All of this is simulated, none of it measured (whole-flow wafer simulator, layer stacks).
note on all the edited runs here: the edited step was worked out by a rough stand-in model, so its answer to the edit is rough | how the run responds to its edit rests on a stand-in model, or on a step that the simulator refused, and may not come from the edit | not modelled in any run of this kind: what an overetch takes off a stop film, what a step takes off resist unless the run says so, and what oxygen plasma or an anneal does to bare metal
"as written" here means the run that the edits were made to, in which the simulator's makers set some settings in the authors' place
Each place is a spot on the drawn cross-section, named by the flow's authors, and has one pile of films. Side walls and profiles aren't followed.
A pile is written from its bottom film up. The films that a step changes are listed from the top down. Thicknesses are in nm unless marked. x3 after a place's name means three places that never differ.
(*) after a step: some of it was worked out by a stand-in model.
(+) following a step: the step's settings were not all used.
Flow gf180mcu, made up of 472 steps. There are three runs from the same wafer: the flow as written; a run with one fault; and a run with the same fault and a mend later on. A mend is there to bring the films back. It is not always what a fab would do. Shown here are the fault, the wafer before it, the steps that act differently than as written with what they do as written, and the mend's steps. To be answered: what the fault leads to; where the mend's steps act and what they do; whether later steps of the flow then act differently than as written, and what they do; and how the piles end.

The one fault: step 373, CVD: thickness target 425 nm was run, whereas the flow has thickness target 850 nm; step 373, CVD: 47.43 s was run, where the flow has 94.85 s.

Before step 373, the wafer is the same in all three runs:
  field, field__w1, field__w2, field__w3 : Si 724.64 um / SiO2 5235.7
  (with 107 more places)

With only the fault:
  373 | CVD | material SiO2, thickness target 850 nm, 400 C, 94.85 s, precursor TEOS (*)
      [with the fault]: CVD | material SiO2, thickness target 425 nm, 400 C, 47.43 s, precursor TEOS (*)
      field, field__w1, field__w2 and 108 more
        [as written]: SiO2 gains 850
        [with the fault]: SiO2 gains 434.1
  Steps further on in the flow that do not act as written (3 more steps, not shown, differ only slightly: by at most 2% or 0.5 nm, whichever is larger):
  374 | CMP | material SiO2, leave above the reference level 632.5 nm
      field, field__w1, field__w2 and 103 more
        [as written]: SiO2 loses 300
        [with the fault]: nothing
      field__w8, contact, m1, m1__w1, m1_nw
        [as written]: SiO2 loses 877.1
        [with the fault]: SiO2 loses 461.1
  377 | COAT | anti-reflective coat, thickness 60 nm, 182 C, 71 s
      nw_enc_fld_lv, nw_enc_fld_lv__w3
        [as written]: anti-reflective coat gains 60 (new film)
        [with the fault]: anti-reflective coat gains 50.9 (new film)
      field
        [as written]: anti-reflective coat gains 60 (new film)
        [with the fault]: anti-reflective coat gains 106.5 (new film)
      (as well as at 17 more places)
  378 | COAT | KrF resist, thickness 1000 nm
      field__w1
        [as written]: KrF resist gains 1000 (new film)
        [with the fault]: KrF resist gains 978 (new film)
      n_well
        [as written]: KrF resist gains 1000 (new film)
        [with the fault]: KrF resist gains 969.1 (new film)
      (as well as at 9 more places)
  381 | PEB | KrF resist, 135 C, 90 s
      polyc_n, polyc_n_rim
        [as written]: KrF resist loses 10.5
        [with the fault]: KrF resist loses 11.5
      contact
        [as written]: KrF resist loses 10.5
        [with the fault]: KrF resist loses 9.69
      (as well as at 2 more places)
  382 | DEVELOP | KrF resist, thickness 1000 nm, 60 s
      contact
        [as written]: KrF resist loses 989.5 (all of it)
        [with the fault]: KrF resist loses 935.9 (all of it)
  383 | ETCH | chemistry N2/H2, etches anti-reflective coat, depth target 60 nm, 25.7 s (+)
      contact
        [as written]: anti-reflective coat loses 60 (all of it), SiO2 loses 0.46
        [with the fault]: anti-reflective coat loses 22.8 (all of it), SiO2 loses 1.42
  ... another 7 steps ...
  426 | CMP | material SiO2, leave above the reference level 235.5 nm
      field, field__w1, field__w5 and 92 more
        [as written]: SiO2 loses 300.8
        [with the fault]: SiO2 loses 288.4
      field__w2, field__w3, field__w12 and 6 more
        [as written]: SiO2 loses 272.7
        [with the fault]: SiO2 loses 259.7
  At field, field__w1, field__w2 and 109 more, the piles at the end differ from the flow's by more than 2% or 0.5 nm, whichever is larger.
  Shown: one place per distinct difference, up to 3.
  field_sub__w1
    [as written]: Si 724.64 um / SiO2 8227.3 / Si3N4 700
    [with the fault]: Si 724.64 um / SiO2 5669.7 / Ti 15 / TiN 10 / W 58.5 / SiO2 2457.8 / Si3N4 700
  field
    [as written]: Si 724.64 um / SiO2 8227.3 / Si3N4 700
    [with the fault]: Si 724.64 um / SiO2 5669.8 / Ti 15 / TiN 10 / W 58.5 / SiO2 2457.8 / Si3N4 700
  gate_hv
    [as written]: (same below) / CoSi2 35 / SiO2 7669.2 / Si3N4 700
    [with the fault]: (same below) / CoSi2 35 / SiO2 5111.6 / Ti 15 / TiN 10 / W 58.5 / SiO2 2457.8 / Si3N4 700

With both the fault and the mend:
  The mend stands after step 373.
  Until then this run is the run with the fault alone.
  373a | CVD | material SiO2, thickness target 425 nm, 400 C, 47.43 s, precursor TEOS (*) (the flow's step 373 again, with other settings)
      field, field__w1, field__w2 and 108 more
        SiO2 gains 434.1
  Steps further on in the flow that do not act as written:
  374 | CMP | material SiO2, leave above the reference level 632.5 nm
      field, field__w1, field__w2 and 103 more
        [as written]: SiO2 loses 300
        [with the mend]: SiO2 loses 318.1
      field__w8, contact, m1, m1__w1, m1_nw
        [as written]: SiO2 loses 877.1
        [with the mend]: SiO2 loses 895.2
  By the end, the piles equal the flow's at every place that both follow.
